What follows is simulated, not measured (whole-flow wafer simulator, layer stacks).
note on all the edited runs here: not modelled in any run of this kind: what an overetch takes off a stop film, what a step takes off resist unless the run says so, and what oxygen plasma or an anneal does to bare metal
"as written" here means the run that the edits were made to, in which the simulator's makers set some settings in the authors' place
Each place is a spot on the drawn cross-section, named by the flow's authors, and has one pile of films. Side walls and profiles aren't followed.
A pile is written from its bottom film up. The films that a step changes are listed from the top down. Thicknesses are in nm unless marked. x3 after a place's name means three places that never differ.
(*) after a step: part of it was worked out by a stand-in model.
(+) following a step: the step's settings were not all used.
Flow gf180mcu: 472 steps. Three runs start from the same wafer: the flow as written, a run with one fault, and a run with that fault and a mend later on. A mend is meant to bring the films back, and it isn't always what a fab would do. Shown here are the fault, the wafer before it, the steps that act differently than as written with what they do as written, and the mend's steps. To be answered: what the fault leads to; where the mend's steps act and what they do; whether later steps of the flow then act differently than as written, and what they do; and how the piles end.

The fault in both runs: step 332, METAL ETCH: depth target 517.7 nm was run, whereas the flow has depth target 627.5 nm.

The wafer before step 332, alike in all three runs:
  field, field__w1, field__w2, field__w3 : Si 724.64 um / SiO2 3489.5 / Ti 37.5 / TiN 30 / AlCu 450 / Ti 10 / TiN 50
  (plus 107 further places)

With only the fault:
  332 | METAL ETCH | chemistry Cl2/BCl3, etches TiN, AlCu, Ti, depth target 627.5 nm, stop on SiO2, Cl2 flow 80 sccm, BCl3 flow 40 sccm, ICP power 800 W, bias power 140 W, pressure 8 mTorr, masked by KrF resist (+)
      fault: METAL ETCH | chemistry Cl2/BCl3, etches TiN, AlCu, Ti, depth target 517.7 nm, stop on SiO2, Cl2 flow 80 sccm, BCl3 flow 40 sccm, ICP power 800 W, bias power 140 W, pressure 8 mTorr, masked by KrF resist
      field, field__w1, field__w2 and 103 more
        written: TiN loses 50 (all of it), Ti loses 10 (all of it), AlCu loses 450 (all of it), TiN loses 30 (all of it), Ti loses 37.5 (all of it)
        fault: TiN loses 50 (all of it), Ti loses 10 (all of it), AlCu loses 450 (all of it), TiN loses 7.7
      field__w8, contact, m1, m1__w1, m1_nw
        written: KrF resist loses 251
        fault: KrF resist loses 207.1
  Steps later in the flow that act otherwise than as written (1 other step is not shown; it differs only slightly, by no more than 2% or 0.5 nm, whichever is larger):
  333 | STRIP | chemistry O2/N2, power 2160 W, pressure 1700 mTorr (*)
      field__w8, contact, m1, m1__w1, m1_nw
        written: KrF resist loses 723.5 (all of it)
        fault: KrF resist loses 767.4 (all of it)
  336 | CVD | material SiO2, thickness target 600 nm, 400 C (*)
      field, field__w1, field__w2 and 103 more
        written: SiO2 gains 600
        fault: SiO2 gains 600 (new film)
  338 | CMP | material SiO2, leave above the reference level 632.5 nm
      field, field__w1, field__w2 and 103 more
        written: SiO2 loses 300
        fault: SiO2 loses 359.4
  At field, field__w1, field__w2 and 104 more, the piles at the end differ from the flow's by more than 2% or 0.5 nm, whichever is larger.
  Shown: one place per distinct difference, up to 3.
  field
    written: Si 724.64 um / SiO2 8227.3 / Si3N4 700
    fault: Si 724.64 um / SiO2 3489.5 / Ti 37.5 / TiN 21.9 / SiO2 4678.4 / Si3N4 700
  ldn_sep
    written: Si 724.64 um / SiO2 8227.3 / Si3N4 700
    fault: Si 724.64 um / SiO2 3489.4 / Ti 37.5 / TiN 21.9 / SiO2 4678.4 / Si3N4 700
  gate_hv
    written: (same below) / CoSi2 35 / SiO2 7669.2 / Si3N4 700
    fault: (same below) / CoSi2 35 / SiO2 2931.3 / Ti 37.5 / TiN 21.9 / SiO2 4678.4 / Si3N4 700

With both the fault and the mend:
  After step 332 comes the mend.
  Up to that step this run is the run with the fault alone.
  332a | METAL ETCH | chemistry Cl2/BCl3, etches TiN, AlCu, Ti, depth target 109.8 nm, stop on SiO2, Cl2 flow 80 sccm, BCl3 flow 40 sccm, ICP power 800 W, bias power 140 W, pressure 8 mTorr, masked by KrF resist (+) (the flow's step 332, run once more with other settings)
      field, field__w1, field__w2 and 103 more
        TiN loses 22.3 (all of it), Ti loses 37.5 (all of it)
      field__w8, contact, m1, m1__w1, m1_nw
        KrF resist loses 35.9
  Every later step of the flow that is run acts as written, at every place that is followed, to within 2% or 0.5 nm, whichever is larger.
  By the end, the piles equal the flow's at every place that both follow.
